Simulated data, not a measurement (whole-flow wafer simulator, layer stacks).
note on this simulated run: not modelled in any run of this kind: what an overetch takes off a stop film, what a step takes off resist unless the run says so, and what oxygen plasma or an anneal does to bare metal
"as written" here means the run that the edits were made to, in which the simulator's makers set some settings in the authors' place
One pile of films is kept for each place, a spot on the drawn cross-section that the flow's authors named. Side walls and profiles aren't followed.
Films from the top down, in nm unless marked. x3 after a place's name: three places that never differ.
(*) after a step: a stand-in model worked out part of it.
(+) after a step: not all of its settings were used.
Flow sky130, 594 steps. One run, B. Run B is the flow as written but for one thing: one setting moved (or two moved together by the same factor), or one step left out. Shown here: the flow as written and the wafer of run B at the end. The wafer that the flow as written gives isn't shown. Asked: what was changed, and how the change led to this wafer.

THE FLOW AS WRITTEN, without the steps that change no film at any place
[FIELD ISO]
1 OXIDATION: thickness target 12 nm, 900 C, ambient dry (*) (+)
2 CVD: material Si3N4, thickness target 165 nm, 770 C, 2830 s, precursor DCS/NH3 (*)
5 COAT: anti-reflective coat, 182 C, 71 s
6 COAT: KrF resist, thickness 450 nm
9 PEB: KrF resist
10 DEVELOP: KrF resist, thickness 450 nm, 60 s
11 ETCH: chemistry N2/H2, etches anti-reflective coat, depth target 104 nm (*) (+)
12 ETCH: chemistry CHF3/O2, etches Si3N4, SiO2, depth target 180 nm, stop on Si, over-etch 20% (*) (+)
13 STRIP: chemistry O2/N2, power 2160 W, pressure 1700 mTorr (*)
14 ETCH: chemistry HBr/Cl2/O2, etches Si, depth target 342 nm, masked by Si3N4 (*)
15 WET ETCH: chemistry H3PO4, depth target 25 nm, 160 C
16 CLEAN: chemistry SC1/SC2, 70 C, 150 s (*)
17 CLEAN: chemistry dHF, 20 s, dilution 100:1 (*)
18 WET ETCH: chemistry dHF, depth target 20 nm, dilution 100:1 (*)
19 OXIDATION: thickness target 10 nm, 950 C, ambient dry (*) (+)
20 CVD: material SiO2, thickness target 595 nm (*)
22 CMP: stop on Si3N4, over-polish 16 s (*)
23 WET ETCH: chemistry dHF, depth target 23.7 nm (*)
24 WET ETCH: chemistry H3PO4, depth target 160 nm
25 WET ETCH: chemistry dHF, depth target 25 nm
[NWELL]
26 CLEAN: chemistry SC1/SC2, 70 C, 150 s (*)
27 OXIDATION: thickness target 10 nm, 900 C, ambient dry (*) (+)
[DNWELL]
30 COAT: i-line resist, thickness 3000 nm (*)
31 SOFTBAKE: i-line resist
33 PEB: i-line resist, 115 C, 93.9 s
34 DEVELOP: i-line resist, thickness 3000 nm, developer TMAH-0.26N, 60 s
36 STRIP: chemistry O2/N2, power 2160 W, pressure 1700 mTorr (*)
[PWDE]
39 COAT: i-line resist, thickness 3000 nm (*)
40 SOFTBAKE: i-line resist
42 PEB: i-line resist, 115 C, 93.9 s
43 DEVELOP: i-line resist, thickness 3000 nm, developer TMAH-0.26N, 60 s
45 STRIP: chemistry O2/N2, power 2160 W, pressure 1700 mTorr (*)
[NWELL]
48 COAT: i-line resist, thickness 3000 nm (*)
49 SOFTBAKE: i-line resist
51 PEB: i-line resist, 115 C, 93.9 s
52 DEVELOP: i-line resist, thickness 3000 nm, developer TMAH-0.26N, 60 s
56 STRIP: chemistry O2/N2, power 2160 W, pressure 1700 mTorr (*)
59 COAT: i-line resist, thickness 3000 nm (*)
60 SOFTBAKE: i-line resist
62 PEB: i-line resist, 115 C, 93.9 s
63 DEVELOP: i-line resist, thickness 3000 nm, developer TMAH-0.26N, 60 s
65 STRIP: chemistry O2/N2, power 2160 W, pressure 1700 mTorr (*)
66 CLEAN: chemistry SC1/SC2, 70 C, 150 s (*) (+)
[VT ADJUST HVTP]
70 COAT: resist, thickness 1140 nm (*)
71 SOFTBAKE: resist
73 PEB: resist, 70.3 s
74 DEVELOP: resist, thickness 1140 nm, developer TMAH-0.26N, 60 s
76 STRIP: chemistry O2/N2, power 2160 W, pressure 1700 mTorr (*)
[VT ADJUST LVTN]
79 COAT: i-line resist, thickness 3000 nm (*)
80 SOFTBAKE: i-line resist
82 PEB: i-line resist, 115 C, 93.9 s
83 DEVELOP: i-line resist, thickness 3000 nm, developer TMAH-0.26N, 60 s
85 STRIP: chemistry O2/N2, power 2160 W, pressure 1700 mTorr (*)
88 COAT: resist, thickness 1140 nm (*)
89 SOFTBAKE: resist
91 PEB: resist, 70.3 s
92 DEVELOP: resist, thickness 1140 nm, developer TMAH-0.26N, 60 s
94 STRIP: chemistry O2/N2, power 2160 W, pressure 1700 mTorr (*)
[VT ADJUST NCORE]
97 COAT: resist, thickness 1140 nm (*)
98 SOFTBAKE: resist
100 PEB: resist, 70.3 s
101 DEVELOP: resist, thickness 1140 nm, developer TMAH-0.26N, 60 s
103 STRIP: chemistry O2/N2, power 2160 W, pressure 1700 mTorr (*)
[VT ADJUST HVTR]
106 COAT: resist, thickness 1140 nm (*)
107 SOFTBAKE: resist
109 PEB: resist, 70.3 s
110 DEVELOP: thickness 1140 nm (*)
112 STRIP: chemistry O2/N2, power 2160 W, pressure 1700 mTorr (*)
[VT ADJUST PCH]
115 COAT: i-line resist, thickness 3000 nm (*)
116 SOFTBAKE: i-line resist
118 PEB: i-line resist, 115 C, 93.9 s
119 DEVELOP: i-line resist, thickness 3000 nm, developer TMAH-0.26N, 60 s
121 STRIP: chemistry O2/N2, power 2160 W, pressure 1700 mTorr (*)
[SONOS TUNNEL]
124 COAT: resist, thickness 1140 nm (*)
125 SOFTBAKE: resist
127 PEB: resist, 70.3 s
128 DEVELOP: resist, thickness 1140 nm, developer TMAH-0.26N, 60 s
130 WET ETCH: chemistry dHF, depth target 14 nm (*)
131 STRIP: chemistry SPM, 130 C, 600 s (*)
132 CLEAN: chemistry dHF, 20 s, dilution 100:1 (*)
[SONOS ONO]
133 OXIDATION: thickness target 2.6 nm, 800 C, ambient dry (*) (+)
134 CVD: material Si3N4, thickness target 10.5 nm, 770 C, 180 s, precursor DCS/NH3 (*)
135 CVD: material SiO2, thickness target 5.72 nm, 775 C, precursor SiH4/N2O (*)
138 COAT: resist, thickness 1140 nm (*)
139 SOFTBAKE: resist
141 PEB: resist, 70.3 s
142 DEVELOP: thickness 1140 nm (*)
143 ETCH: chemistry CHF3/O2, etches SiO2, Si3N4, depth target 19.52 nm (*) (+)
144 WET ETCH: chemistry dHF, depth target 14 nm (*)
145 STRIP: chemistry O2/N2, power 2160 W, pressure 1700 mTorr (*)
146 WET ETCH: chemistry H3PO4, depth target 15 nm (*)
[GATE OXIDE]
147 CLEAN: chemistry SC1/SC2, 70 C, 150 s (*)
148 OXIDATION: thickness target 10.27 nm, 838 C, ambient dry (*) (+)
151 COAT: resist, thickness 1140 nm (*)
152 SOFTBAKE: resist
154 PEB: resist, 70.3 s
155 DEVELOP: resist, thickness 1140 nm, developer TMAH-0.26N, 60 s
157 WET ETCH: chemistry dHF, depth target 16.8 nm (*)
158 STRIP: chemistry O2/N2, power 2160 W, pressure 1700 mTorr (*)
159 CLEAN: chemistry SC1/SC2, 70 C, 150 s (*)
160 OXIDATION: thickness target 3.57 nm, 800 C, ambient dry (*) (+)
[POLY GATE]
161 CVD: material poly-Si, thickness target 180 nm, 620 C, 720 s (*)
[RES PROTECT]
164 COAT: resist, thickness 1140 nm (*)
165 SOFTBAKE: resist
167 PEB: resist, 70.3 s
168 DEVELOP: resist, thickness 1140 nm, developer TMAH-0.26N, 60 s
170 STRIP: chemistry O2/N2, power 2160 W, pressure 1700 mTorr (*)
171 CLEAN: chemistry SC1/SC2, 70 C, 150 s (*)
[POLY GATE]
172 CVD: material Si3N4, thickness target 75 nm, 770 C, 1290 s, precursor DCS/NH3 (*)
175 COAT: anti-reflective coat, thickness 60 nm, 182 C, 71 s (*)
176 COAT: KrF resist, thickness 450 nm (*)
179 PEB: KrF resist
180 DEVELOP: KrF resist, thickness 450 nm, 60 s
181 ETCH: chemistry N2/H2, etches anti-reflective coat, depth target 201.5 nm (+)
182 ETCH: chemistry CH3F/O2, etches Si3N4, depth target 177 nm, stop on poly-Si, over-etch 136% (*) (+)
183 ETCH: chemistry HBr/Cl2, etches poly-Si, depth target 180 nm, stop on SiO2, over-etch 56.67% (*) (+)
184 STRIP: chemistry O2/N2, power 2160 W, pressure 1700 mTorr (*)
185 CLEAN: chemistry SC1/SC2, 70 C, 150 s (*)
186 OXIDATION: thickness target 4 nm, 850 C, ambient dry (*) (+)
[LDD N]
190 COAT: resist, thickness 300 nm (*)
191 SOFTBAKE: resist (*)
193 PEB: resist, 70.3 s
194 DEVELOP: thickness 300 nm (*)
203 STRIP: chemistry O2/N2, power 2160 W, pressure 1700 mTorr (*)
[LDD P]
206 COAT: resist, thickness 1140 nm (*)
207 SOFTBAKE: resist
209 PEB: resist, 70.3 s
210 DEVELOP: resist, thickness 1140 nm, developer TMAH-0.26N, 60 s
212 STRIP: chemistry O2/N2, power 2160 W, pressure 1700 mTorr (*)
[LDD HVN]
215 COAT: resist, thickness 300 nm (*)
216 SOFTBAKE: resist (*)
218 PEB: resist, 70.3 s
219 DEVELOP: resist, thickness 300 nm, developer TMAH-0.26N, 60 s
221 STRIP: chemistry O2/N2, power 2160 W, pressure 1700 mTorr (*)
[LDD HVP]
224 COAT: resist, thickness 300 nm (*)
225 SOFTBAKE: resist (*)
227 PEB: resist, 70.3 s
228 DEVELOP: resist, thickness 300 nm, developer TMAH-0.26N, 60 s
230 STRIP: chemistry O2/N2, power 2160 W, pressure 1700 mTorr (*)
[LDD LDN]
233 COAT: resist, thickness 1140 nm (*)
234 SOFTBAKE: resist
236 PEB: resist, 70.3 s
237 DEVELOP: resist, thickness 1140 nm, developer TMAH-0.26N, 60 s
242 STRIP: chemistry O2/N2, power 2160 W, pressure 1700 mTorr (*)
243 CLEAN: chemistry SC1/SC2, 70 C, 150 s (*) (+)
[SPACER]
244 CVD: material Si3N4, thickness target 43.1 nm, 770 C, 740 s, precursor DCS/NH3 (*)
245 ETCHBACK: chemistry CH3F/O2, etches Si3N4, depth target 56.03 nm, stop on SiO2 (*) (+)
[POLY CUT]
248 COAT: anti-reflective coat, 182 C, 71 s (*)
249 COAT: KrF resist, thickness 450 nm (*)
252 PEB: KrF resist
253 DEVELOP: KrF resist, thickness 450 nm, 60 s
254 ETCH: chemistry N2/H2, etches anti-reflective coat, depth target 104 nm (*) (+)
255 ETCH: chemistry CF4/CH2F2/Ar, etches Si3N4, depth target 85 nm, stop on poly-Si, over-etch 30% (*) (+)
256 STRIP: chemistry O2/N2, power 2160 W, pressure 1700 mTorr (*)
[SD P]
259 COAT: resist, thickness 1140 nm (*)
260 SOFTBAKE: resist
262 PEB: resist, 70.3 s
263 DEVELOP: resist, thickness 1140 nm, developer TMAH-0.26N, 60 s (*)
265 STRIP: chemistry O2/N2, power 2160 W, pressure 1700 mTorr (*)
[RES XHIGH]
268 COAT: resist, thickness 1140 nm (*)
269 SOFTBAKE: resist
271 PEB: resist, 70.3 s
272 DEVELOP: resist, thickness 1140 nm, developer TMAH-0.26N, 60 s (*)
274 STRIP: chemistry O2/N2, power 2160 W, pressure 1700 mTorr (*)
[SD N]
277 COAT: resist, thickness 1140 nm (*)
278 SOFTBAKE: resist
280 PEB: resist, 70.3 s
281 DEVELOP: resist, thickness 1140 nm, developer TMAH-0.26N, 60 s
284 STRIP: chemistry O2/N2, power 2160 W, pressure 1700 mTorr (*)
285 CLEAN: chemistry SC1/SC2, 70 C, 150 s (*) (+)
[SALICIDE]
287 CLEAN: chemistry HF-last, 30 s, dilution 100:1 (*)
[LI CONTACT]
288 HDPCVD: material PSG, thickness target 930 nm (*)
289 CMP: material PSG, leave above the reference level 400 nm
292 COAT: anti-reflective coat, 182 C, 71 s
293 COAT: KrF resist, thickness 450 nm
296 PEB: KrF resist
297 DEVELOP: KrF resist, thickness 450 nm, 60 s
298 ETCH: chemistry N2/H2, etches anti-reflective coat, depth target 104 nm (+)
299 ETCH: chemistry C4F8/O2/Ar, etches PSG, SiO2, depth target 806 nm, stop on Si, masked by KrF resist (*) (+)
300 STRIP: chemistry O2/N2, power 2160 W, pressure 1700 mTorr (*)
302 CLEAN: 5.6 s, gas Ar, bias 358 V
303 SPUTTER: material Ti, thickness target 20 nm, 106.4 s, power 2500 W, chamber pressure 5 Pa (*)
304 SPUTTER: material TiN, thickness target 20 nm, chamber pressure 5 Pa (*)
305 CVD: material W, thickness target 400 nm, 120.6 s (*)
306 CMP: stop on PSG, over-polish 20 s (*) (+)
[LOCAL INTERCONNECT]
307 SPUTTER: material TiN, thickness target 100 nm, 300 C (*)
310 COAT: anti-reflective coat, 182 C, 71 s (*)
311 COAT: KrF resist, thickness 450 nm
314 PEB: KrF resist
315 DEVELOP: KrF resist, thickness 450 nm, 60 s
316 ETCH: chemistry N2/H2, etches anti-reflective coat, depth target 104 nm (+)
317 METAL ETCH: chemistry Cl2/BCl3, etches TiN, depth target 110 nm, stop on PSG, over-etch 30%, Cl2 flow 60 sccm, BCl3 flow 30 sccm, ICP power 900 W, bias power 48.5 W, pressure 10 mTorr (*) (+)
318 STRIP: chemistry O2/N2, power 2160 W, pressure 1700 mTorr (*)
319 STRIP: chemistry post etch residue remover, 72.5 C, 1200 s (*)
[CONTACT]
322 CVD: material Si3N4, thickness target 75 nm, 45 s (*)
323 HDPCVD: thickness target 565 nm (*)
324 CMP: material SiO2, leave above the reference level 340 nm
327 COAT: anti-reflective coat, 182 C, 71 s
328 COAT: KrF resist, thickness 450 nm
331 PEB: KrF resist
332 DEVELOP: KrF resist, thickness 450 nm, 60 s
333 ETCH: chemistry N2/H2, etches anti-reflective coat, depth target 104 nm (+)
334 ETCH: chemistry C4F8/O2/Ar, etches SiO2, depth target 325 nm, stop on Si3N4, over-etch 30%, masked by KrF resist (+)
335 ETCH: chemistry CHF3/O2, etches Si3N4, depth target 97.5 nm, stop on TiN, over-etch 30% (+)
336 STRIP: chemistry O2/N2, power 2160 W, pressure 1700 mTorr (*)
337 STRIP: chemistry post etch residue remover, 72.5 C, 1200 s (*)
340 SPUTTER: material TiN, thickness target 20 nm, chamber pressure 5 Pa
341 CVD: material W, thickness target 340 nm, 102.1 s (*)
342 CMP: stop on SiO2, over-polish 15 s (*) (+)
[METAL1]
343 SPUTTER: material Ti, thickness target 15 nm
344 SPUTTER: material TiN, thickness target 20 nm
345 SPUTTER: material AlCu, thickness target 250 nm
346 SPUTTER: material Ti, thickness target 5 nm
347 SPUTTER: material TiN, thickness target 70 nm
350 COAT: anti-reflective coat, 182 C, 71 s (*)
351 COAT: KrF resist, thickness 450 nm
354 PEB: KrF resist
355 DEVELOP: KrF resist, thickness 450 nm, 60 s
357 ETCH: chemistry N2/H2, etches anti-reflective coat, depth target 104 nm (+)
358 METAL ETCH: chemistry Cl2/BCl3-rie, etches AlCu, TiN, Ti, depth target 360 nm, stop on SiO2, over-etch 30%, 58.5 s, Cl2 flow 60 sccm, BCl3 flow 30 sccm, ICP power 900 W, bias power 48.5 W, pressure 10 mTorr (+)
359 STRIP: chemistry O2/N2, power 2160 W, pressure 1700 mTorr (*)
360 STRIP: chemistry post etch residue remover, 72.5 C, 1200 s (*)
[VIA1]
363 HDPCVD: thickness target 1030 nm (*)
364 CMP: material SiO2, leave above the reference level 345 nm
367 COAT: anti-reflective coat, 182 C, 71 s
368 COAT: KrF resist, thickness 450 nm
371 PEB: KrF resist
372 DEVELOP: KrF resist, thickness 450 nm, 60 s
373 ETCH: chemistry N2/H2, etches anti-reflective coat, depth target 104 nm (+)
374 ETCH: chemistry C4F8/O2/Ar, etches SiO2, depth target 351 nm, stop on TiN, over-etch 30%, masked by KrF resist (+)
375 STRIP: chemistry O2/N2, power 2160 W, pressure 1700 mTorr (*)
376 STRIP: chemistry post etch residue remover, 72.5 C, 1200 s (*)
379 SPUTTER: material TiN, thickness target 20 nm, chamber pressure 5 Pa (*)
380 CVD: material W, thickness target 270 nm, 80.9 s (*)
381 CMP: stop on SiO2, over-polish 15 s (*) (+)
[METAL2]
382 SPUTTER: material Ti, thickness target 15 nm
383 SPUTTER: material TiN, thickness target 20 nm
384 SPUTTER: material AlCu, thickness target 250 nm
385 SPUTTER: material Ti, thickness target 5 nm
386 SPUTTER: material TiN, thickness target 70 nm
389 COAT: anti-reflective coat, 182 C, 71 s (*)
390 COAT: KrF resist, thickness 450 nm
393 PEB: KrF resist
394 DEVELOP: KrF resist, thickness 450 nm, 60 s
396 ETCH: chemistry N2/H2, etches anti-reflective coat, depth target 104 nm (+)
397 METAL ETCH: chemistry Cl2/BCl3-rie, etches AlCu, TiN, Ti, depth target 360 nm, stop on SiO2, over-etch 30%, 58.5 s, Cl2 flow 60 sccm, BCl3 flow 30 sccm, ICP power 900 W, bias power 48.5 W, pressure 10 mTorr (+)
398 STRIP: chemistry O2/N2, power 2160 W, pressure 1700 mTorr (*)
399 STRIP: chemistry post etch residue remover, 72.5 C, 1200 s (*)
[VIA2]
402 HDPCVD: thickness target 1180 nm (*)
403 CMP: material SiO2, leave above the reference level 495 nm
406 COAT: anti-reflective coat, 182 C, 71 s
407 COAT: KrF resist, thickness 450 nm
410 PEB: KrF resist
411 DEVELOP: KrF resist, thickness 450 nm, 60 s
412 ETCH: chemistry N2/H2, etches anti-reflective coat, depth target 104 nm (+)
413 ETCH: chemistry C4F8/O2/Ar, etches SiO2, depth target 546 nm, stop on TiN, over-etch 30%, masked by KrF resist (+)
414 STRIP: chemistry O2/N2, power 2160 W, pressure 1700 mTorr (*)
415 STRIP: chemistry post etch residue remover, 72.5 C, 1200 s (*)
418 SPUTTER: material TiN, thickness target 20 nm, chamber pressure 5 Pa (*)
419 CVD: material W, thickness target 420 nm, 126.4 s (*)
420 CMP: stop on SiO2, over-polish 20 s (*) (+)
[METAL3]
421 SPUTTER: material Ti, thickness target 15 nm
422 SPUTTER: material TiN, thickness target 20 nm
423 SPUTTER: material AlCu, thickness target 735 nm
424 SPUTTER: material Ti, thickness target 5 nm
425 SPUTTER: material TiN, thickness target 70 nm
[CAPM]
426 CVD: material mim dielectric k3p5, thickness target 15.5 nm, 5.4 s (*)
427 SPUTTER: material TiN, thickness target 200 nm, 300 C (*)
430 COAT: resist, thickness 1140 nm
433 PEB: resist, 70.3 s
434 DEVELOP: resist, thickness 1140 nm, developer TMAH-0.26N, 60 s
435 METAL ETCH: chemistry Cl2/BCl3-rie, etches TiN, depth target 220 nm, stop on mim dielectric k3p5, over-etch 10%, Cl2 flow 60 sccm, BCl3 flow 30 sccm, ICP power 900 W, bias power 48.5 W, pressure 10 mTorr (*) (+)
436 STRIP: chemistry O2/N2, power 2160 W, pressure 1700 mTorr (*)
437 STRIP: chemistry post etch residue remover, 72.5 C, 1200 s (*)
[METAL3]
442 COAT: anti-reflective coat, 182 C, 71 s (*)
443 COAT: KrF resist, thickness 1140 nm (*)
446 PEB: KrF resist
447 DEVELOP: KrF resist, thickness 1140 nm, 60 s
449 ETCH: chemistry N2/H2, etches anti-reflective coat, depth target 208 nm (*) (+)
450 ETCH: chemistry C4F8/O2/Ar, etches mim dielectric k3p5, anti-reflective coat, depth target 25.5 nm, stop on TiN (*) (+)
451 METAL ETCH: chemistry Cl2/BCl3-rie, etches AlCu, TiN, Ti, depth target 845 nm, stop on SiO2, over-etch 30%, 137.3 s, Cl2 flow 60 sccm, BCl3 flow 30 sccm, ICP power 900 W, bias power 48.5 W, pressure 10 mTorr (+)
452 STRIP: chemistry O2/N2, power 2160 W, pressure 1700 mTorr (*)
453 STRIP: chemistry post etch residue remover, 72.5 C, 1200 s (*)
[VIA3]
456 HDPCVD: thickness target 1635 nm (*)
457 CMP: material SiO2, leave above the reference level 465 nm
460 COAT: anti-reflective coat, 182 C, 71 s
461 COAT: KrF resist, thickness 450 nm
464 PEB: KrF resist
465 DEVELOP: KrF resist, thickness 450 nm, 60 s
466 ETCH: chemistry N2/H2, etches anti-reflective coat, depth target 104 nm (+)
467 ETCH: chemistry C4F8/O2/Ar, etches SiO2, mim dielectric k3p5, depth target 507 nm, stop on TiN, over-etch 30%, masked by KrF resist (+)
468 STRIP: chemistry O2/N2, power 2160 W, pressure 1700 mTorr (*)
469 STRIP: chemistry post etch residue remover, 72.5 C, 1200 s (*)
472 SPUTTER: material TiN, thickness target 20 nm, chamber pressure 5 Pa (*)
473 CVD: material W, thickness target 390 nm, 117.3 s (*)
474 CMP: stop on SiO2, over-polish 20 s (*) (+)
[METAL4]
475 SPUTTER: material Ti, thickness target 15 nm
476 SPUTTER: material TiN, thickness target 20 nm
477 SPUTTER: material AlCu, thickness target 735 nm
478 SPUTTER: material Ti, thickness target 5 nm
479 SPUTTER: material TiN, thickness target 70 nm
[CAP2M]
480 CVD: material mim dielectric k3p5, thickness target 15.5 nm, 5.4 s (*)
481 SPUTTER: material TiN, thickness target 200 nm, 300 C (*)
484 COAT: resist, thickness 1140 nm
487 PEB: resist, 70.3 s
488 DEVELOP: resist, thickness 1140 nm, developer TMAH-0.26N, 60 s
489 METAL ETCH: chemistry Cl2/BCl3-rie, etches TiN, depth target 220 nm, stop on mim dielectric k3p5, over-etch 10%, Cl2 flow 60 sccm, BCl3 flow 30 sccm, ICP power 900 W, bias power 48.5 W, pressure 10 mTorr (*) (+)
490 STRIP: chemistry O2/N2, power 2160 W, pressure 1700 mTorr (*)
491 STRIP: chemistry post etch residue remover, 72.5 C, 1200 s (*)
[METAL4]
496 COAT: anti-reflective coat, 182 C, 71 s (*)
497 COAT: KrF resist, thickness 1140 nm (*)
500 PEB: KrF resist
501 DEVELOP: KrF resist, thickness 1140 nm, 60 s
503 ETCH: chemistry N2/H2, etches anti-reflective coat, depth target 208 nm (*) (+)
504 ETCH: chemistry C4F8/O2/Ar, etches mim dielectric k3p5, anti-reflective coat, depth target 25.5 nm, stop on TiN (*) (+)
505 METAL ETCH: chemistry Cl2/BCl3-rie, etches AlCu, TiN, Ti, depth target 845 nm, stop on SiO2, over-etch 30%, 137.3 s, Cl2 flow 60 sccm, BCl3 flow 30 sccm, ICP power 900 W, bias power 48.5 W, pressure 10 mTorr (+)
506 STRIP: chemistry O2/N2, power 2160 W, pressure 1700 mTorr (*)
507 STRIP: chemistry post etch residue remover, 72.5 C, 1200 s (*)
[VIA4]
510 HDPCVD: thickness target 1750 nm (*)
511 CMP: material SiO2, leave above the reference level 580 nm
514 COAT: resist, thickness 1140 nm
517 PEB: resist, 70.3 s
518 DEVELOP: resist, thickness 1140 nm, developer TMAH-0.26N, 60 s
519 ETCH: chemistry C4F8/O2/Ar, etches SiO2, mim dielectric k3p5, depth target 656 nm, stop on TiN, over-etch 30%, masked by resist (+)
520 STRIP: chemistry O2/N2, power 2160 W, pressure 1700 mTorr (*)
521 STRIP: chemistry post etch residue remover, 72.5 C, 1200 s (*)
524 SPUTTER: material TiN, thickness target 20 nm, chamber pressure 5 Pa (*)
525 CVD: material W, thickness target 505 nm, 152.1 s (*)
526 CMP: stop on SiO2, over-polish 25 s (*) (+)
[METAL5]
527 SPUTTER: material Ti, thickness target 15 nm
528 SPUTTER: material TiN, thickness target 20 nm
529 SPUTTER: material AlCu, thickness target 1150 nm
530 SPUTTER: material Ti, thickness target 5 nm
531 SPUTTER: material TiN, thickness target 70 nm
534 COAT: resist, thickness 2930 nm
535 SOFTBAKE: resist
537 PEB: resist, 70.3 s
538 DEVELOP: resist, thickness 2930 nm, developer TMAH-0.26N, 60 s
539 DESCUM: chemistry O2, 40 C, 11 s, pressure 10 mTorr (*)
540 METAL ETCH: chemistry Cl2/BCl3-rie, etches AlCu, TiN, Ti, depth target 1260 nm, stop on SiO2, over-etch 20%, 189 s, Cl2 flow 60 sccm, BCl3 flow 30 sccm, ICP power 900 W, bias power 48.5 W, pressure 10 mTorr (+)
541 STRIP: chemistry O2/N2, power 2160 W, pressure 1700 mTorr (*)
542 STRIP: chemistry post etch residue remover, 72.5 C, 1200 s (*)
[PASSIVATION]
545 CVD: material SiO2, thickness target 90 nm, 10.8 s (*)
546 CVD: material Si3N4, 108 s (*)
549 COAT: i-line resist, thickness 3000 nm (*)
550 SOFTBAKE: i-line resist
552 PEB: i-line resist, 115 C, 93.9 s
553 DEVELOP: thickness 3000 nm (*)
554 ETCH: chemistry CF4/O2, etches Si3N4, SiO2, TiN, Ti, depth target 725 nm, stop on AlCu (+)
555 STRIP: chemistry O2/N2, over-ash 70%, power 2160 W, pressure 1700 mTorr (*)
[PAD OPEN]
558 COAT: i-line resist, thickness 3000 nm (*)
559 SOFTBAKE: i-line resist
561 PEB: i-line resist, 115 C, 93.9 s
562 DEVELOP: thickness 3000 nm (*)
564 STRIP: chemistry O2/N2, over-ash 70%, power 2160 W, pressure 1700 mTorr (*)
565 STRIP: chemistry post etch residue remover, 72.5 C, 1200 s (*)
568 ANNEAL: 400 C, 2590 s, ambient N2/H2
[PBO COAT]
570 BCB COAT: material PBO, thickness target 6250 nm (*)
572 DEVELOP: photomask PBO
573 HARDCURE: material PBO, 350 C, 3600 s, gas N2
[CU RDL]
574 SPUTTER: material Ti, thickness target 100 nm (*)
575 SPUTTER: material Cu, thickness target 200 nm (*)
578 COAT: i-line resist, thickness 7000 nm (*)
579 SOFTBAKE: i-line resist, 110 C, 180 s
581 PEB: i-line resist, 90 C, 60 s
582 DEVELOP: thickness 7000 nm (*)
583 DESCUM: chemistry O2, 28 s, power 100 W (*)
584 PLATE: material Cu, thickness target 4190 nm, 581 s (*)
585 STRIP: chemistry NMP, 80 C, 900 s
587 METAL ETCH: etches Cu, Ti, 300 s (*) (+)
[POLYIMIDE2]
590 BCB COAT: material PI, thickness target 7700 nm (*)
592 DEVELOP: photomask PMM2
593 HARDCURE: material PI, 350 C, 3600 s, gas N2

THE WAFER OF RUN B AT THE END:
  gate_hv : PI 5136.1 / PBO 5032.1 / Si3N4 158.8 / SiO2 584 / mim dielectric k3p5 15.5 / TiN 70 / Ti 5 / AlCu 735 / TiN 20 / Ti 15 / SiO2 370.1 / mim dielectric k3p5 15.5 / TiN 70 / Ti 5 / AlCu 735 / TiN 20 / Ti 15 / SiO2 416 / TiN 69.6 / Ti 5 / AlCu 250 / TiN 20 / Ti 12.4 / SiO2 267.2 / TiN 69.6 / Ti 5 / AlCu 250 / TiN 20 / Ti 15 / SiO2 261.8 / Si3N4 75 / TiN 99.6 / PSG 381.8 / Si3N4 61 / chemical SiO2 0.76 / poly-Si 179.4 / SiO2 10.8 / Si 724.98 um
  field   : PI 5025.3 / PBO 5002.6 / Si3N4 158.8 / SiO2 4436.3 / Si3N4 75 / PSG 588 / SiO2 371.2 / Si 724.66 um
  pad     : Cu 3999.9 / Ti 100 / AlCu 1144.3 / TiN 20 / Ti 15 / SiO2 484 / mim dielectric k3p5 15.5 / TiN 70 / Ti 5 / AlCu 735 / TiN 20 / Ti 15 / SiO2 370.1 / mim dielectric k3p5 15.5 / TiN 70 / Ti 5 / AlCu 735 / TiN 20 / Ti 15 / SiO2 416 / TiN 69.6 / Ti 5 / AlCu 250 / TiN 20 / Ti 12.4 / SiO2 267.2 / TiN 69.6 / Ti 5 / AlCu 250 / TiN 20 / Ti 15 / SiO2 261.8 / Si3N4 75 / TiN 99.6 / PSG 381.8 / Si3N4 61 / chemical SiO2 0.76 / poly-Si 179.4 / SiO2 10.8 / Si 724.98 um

The cause: step 382, SPUTTER: thickness target 12.4 nm was run, where the flow has thickness target 15 nm.
It can be read off the wafer: gate_hv has Ti 12.4, and step 382 as written asks for 15 nm.

How the change led to this, step by step:
  382 SPUTTER: material Ti, thickness target 15 nm
      field, active, n_well and 188 more: Ti +12.4 (new film) (as written it would be: Ti +15 (new film))
  397 METAL ETCH: chemistry Cl2/BCl3-rie, etches AlCu, TiN, Ti, depth target 360 nm, stop on SiO2, over-etch 30%, 58.5 s, Cl2 flow 60 sccm, BCl3 flow 30 sccm, ICP power 900 W, bias power 48.5 W, pressure 10 mTorr (+)
      field, active, gate and 82 more: TiN -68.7 (all of it), Ti -5 (all of it), AlCu -250 (all of it), TiN -20 (all of it), Ti -12.4 (all of it), SiO2 -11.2 (as written it would be: TiN -68.7 (all of it), Ti -5 (all of it), AlCu -250 (all of it), TiN -20 (all of it), Ti -15 (all of it), SiO2 -10.9)
  550 SOFTBAKE: i-line resist
      via1_hole: i-line resist -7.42 (as written it would be: i-line resist -8.29)
      via1_enc: i-line resist -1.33 (as written it would be: i-line resist -2.14)
  559 SOFTBAKE: i-line resist
      via1_hole: i-line resist -7.42 (as written it would be: i-line resist -8.29)
      via1_enc: i-line resist -1.33 (as written it would be: i-line resist -2.14)
